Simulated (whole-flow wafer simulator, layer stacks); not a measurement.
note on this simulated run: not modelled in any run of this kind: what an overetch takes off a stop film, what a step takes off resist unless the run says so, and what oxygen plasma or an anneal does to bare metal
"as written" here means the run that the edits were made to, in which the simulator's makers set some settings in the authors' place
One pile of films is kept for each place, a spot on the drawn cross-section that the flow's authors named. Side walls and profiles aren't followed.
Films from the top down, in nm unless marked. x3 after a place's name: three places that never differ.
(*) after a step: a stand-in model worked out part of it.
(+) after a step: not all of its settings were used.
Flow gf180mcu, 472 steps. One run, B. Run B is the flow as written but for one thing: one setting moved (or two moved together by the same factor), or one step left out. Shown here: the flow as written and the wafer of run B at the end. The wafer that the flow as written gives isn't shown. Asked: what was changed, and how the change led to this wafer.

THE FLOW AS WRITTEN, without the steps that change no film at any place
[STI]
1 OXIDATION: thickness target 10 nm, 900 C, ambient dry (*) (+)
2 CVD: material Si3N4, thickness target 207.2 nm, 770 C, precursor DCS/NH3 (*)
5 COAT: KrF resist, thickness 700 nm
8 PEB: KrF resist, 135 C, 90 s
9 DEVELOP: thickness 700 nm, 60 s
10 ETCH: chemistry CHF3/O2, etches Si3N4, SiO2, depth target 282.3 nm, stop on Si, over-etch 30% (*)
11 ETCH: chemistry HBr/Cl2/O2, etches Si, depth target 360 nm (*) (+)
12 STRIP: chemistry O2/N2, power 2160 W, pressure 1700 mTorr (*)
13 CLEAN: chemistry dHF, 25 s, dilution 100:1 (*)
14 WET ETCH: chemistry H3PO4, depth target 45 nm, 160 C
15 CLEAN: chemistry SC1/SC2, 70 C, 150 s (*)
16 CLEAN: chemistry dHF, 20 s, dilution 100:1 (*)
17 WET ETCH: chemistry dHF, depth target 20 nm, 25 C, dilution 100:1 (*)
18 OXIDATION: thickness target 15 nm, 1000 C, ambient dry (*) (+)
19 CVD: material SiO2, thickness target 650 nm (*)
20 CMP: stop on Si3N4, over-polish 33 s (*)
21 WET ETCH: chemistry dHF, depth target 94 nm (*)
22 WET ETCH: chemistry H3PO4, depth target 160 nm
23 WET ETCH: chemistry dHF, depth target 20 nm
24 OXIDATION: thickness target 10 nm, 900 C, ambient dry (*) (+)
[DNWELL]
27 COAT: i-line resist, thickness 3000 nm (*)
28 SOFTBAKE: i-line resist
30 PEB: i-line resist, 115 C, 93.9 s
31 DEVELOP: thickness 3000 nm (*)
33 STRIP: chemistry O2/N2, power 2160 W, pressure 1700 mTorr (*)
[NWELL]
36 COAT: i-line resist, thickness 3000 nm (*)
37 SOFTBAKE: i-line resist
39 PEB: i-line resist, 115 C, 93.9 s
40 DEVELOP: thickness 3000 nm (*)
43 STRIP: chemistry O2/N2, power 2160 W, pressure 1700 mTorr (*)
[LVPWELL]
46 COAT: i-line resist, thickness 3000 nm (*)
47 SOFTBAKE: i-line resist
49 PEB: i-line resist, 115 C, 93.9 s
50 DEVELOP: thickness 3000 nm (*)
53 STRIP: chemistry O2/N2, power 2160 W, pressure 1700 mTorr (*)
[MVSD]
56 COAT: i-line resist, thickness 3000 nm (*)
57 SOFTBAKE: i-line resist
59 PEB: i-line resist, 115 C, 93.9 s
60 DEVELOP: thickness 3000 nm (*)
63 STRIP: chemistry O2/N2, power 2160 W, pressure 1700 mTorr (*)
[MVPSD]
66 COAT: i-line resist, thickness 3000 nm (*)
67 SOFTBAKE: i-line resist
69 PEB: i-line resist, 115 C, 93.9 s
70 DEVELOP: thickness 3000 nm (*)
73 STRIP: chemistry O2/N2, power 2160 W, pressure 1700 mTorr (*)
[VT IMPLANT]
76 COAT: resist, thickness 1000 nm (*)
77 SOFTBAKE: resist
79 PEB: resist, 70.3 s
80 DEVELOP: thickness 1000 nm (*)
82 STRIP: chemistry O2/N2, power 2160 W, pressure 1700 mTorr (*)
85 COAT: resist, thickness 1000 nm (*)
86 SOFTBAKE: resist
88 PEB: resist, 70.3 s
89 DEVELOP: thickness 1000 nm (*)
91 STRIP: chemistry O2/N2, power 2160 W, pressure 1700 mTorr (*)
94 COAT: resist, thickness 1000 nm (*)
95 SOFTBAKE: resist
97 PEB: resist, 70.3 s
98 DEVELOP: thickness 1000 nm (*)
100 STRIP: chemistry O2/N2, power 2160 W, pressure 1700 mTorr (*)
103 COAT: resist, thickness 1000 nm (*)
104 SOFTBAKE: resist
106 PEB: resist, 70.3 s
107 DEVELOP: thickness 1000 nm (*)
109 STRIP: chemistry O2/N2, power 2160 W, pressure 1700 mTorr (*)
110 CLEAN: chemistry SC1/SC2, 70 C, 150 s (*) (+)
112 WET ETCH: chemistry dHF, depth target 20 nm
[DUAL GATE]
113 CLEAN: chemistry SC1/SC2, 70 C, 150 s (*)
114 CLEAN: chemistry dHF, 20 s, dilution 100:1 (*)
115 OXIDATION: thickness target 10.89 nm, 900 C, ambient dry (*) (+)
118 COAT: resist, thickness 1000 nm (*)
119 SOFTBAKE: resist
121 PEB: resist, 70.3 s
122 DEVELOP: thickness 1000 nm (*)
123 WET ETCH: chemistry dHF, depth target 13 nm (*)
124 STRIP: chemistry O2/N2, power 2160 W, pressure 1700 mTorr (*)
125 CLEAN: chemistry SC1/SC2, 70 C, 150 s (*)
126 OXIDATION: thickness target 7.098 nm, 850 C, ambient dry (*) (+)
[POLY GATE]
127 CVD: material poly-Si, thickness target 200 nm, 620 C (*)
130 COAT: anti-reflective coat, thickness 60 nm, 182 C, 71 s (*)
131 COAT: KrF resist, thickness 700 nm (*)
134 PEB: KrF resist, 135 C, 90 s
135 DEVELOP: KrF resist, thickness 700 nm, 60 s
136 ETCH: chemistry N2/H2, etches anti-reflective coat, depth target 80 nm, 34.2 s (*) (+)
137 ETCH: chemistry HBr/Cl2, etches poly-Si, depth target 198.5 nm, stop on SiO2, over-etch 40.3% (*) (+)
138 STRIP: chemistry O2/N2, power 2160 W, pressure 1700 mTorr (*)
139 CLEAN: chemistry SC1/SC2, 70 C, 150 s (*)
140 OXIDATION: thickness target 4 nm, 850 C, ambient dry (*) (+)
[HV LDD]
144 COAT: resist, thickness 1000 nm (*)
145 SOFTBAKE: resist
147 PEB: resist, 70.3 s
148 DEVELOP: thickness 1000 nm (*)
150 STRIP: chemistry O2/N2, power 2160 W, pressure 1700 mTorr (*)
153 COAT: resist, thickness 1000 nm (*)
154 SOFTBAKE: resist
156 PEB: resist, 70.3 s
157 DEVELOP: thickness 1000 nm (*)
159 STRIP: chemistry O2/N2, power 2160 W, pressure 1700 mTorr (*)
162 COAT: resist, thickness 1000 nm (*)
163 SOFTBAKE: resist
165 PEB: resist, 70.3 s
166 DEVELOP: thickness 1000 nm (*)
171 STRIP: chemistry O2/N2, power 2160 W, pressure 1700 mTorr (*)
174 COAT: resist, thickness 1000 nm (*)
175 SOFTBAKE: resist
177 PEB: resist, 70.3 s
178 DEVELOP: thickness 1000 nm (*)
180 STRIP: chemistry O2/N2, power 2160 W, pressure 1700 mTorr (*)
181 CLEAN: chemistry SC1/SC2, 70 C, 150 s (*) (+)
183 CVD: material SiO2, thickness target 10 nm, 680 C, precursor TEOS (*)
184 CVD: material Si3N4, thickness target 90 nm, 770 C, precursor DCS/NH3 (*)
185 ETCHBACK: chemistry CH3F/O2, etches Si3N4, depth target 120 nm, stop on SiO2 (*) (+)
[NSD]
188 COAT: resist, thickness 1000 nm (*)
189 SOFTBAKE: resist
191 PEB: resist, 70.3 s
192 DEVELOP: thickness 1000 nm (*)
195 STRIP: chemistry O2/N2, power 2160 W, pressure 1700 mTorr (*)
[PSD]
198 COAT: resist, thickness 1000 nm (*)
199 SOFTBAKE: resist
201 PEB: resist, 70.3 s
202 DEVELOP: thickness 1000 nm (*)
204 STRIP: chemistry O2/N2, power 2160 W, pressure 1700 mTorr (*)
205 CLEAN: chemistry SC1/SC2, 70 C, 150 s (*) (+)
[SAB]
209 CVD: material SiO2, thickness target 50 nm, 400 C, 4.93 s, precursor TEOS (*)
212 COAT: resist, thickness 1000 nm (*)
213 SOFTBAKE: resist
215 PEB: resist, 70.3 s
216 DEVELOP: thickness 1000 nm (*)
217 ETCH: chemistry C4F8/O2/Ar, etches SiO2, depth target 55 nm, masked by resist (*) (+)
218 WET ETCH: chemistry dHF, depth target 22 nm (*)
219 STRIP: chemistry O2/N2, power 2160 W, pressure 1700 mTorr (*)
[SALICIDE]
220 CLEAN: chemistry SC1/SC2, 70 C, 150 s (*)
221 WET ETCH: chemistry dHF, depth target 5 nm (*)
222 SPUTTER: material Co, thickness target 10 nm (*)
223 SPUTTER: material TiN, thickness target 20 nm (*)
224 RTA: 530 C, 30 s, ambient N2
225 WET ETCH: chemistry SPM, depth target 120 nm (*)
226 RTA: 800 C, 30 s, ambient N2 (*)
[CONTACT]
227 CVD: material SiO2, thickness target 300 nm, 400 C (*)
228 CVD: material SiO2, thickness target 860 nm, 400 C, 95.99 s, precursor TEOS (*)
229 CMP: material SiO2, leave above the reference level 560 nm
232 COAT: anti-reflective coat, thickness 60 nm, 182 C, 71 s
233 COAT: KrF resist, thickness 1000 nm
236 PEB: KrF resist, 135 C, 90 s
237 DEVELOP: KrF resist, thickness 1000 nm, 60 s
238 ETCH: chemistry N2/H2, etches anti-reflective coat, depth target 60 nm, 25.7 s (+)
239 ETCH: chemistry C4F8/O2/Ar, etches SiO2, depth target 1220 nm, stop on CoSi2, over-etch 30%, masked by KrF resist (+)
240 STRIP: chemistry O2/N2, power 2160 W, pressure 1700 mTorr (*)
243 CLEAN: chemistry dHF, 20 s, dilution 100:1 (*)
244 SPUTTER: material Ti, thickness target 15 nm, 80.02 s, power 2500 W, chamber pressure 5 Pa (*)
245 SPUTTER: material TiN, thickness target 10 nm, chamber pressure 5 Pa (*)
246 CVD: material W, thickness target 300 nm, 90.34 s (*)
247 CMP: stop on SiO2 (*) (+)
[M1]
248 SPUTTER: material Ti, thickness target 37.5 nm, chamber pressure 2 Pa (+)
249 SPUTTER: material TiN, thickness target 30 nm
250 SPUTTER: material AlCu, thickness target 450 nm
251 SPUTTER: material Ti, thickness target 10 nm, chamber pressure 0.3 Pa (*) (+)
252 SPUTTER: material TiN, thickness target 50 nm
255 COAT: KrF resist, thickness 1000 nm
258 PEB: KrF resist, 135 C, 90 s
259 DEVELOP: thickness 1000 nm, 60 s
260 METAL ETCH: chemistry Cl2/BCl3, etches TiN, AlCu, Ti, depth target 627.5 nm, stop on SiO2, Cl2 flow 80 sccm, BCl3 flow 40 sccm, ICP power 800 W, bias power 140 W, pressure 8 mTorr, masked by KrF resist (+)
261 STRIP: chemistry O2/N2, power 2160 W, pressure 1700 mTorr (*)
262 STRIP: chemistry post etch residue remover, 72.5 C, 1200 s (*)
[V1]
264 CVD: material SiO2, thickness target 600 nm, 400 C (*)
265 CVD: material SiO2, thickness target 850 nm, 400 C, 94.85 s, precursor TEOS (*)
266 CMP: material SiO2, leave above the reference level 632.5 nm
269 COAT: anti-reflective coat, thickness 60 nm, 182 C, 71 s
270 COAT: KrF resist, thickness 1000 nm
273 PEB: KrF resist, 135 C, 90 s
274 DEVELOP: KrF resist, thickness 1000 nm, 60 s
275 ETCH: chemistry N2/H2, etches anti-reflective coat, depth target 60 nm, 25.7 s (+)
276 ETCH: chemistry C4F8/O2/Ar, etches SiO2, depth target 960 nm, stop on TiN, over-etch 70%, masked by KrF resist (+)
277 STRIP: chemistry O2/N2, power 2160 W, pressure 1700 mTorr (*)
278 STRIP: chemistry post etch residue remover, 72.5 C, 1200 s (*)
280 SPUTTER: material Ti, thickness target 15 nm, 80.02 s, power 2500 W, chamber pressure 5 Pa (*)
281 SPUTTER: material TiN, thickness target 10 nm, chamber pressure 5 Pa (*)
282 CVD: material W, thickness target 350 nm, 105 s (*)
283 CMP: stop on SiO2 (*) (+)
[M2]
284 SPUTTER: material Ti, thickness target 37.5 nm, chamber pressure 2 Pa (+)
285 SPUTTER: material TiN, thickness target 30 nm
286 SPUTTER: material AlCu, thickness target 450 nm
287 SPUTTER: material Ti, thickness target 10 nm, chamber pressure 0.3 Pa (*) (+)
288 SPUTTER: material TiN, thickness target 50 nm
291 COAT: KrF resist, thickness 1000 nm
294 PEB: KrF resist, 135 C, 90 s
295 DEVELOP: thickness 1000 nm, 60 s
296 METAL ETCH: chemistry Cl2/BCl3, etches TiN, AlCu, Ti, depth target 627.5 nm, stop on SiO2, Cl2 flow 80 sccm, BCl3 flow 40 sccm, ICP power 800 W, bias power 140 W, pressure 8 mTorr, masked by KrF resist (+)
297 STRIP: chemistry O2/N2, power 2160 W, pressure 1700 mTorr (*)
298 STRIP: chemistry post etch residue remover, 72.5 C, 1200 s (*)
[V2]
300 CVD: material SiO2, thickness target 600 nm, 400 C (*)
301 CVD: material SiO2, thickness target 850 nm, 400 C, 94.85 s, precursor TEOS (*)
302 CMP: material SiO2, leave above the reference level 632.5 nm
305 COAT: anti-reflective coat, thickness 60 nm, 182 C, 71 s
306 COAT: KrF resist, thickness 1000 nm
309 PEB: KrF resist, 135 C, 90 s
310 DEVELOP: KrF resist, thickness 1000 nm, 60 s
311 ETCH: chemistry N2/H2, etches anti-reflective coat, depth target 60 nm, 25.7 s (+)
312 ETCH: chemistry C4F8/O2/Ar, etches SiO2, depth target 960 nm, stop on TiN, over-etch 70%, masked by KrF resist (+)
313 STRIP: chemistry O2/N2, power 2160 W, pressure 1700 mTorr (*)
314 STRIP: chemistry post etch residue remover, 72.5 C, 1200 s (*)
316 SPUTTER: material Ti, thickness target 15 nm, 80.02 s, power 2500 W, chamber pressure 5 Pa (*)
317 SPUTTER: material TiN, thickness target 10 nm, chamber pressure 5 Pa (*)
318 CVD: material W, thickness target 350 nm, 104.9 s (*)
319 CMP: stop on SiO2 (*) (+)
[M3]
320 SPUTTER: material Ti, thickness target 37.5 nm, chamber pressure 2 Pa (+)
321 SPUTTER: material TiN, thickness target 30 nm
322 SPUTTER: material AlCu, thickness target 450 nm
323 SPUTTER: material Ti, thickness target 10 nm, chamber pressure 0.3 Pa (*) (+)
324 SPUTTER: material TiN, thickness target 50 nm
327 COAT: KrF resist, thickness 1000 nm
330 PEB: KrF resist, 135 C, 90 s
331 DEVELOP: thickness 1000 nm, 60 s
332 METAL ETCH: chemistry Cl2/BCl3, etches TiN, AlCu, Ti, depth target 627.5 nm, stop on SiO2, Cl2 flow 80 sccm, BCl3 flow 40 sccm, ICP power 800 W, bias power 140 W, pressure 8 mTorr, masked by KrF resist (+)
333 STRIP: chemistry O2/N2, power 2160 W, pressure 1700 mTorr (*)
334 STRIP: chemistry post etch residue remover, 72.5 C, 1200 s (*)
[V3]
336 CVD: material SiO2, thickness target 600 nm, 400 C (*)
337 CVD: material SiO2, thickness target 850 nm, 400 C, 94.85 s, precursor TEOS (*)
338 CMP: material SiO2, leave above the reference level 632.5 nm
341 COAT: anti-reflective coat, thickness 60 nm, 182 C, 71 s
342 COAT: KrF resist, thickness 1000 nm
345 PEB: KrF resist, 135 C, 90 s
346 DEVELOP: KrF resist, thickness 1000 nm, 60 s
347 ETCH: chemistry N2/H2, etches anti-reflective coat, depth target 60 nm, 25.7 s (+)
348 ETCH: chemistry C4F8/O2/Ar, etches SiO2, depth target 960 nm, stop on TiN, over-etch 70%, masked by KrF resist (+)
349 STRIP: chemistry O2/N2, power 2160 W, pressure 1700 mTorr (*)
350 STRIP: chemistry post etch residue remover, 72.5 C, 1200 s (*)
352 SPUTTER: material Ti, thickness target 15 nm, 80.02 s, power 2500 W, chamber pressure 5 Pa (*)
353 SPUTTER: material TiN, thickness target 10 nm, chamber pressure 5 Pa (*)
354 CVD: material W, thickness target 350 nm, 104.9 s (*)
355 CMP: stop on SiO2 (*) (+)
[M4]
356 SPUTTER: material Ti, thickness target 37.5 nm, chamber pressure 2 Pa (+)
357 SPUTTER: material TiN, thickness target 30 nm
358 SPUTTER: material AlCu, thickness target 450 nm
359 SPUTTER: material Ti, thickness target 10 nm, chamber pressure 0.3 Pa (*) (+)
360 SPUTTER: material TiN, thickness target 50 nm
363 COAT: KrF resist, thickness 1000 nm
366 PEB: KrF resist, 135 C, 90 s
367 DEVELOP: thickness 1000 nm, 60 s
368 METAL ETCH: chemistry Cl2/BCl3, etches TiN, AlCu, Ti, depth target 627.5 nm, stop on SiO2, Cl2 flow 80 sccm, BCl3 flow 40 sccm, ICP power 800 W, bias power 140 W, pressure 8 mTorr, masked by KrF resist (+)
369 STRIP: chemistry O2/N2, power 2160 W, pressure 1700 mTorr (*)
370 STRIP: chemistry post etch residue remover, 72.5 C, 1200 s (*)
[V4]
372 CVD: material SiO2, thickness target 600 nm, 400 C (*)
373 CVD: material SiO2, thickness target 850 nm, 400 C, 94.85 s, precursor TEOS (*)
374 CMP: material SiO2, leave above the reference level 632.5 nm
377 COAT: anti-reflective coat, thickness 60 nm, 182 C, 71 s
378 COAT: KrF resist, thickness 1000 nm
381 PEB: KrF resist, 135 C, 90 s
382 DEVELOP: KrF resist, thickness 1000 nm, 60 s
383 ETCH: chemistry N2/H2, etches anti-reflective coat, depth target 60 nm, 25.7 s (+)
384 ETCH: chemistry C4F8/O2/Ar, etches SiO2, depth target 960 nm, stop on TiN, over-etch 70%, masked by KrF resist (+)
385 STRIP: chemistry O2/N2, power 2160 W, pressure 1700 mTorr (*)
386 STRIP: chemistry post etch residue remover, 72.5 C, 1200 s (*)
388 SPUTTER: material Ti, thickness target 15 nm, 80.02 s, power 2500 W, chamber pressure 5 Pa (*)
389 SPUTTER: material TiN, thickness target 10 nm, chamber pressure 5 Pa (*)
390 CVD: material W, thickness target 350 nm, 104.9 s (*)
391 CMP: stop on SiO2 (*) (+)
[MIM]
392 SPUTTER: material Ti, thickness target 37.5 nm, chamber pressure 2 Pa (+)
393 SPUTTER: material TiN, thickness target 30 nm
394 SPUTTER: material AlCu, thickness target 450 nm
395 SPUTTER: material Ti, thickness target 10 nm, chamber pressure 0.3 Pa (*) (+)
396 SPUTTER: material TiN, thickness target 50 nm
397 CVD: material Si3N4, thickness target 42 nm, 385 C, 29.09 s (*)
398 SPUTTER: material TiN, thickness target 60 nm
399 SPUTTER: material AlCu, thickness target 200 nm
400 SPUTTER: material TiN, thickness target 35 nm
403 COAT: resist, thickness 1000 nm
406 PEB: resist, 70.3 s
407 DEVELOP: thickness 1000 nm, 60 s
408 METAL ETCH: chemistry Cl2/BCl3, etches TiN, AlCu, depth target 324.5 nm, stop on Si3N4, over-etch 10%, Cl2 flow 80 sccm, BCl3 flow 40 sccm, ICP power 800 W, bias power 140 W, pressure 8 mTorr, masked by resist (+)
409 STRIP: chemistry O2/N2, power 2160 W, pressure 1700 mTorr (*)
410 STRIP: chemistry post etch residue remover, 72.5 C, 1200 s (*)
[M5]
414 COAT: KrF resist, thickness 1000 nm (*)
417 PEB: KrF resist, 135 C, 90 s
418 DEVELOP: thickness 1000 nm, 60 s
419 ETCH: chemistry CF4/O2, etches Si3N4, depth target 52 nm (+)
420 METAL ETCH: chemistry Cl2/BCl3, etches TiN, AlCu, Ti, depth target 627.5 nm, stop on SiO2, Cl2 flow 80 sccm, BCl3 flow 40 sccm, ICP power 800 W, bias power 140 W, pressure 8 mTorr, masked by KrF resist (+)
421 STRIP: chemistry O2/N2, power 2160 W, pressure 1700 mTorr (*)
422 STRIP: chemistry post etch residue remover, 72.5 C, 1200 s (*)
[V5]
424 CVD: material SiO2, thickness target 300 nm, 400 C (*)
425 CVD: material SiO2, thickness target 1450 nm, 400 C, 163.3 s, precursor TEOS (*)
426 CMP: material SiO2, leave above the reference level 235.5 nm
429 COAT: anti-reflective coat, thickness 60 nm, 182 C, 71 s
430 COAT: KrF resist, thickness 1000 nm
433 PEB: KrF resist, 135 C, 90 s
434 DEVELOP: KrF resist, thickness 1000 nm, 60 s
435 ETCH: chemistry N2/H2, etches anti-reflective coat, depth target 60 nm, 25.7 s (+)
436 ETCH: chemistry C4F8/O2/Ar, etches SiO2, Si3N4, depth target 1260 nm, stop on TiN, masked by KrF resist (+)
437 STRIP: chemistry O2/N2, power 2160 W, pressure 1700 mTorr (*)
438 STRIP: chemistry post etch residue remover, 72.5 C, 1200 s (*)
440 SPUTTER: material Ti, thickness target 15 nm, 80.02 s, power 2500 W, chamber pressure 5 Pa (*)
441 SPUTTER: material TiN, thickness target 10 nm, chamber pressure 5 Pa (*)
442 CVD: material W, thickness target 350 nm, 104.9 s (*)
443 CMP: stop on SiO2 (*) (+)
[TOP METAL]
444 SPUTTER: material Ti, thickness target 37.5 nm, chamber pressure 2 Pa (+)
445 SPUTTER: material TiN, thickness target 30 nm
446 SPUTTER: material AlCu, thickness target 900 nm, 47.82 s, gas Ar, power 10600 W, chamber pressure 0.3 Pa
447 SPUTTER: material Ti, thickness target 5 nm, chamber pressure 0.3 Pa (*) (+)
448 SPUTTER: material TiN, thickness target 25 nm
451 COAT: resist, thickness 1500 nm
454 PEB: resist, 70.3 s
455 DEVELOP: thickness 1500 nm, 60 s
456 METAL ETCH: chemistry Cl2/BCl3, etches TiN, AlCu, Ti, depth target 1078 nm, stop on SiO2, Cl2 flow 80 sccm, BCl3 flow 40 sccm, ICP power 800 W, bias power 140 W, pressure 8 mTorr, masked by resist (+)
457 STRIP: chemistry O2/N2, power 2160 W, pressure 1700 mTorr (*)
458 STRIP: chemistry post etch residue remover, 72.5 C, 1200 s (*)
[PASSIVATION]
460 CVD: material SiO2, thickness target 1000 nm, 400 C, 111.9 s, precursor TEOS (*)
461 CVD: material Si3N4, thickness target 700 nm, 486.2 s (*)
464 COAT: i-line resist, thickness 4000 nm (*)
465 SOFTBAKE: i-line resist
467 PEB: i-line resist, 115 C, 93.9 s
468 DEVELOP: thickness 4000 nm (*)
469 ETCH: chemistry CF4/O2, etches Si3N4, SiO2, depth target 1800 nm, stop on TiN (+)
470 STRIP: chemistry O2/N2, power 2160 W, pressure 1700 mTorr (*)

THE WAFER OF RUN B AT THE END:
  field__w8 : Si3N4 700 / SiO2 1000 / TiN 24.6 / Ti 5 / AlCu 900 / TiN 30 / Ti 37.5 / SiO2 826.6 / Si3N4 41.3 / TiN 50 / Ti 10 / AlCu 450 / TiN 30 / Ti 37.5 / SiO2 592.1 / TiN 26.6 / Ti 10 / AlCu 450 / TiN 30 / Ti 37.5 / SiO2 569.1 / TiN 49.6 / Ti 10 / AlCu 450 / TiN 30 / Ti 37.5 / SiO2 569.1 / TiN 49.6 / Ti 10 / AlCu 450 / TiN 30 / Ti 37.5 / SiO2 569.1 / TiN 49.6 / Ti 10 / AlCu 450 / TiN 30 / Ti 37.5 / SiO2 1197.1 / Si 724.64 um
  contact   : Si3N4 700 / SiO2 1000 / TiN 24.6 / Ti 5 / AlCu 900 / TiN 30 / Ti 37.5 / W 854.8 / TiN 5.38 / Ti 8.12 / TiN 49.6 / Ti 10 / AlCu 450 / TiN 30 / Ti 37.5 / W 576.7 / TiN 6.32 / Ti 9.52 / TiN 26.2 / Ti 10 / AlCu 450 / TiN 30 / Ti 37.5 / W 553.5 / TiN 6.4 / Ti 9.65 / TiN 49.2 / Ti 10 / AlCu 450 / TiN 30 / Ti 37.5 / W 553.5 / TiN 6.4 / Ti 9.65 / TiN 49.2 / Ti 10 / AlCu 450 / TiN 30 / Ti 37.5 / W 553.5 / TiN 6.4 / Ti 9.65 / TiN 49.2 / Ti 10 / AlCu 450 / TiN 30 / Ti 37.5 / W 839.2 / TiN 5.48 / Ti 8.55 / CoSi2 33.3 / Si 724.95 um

The cause: step 360, SPUTTER: thickness target 27 nm was run, where the flow has thickness target 50 nm.

How the change led to this, step by step:
  360 SPUTTER: material TiN, thickness target 50 nm
      field, field__w1, field__w2 and 108 more: TiN +27 (new film) (as written it would be: TiN +50 (new film))
  368 METAL ETCH: chemistry Cl2/BCl3, etches TiN, AlCu, Ti, depth target 627.5 nm, stop on SiO2, Cl2 flow 80 sccm, BCl3 flow 40 sccm, ICP power 800 W, bias power 140 W, pressure 8 mTorr, masked by KrF resist (+)
      field, field__w1, field__w2 and 103 more: TiN -27 (all of it), Ti -10 (all of it), AlCu -450 (all of it), TiN -30 (all of it), Ti -37.5 (all of it) (as written it would be: TiN -50 (all of it), Ti -10 (all of it), AlCu -450 (all of it), TiN -30 (all of it), Ti -37.5 (all of it))
  374 CMP: material SiO2, leave above the reference level 632.5 nm
      field__w8, contact, m1, m1__w1, m1_nw: SiO2 -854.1 (as written it would be: SiO2 -877.1)
  384 ETCH: chemistry C4F8/O2/Ar, etches SiO2, depth target 960 nm, stop on TiN, over-etch 70%, masked by KrF resist (+)
      contact: SiO2 -595.5 (all of it) (as written it would be: SiO2 -572.5 (all of it))
  390 CVD: material W, thickness target 350 nm, 104.9 s (*)
      contact: W +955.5 (new film) (as written it would be: W +932.3 (new film))
